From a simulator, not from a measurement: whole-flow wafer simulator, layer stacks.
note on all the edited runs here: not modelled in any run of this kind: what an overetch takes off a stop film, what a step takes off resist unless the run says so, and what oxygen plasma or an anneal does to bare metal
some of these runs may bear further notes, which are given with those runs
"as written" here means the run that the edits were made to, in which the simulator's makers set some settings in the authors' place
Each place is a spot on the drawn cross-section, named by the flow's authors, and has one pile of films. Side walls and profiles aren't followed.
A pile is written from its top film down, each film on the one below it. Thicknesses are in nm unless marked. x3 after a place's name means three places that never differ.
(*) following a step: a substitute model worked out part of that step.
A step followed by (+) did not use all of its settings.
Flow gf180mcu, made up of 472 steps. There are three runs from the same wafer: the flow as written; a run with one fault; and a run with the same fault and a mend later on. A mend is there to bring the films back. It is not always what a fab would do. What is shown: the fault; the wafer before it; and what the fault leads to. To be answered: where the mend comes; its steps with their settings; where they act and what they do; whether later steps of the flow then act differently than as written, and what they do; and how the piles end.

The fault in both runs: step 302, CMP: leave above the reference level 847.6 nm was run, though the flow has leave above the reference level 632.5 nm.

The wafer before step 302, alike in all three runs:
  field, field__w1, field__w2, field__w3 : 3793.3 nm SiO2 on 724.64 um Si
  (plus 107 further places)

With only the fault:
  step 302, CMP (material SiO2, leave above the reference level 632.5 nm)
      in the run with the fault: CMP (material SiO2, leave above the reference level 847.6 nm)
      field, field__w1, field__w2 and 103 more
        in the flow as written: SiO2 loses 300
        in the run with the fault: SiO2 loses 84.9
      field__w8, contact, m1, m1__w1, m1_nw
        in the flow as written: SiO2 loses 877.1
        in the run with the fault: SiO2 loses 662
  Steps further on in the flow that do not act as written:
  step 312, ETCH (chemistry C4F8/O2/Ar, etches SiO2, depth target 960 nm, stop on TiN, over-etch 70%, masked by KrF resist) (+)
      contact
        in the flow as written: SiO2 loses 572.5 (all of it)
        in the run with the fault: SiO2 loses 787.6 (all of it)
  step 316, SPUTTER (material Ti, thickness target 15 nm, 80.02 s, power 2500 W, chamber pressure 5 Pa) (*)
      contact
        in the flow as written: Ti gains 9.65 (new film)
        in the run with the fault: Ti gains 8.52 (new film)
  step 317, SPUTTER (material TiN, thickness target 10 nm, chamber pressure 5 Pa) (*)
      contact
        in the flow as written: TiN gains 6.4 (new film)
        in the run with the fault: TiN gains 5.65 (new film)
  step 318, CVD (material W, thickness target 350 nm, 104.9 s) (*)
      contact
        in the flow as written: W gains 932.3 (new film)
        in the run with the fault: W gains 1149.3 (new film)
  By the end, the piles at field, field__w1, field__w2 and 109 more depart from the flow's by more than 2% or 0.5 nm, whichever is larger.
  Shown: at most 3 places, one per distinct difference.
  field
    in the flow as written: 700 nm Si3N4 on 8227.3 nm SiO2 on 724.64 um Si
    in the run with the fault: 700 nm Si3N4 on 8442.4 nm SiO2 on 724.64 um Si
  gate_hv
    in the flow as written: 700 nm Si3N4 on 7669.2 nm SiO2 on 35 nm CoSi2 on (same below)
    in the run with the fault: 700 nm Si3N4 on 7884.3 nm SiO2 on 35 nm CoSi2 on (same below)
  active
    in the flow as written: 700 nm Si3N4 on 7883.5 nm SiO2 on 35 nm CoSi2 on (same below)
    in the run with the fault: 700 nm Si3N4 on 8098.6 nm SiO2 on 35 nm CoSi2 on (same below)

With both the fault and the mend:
  After step 310 comes the mend.
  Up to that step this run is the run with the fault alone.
  step 310a, STRIP (chemistry O2/N2, power 2160 W, pressure 1700 mTorr) (*)
      field, field__w1, field__w2 and 107 more
        KrF resist loses 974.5 (all of it), anti-reflective coat loses 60 (all of it)
      contact
        anti-reflective coat loses 60 (all of it)
  step 310b, CMP (material SiO2, leave above the reference level 632.5 nm) (the flow's step 302 again)
      field, field__w1, field__w2 and 108 more
        SiO2 loses 215.1
  step 310c, HMDS (120 C, 60 s) (the flow's step 304 again)
      leaves every film unchanged at each place that is followed
  step 310d, COAT (anti-reflective coat, thickness 60 nm, 182 C, 71 s) (the flow's step 305 again)
      field, field__w1, field__w2 and 108 more
        anti-reflective coat gains 60 (new film)
  step 310e, COAT (KrF resist, thickness 1000 nm) (the flow's step 306 again)
      field, field__w1, field__w2 and 108 more
        KrF resist gains 1000 (new film)
  step 310f, SOFTBAKE (KrF resist) (the flow's step 307 again)
      leaves every film unchanged at each place that is followed
  step 310g, EXPOSE (photomask Via2) (the flow's step 308 again)
      leaves every film unchanged at each place that is followed
  step 310h, PEB (KrF resist, 135 C, 90 s) (the flow's step 309 again)
      field, field__w1, field__w2 and 108 more
        KrF resist loses 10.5
  step 310i, DEVELOP (KrF resist, thickness 1000 nm, 60 s) (the flow's step 310 again)
      field, field__w1, field__w2 and 107 more
        KrF resist loses 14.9
      contact
        KrF resist loses 989.5 (all of it)
  None of the later steps of the flow acts differently than as written at any place that is followed.
  By the end, the piles equal the flow's at every place that both follow.
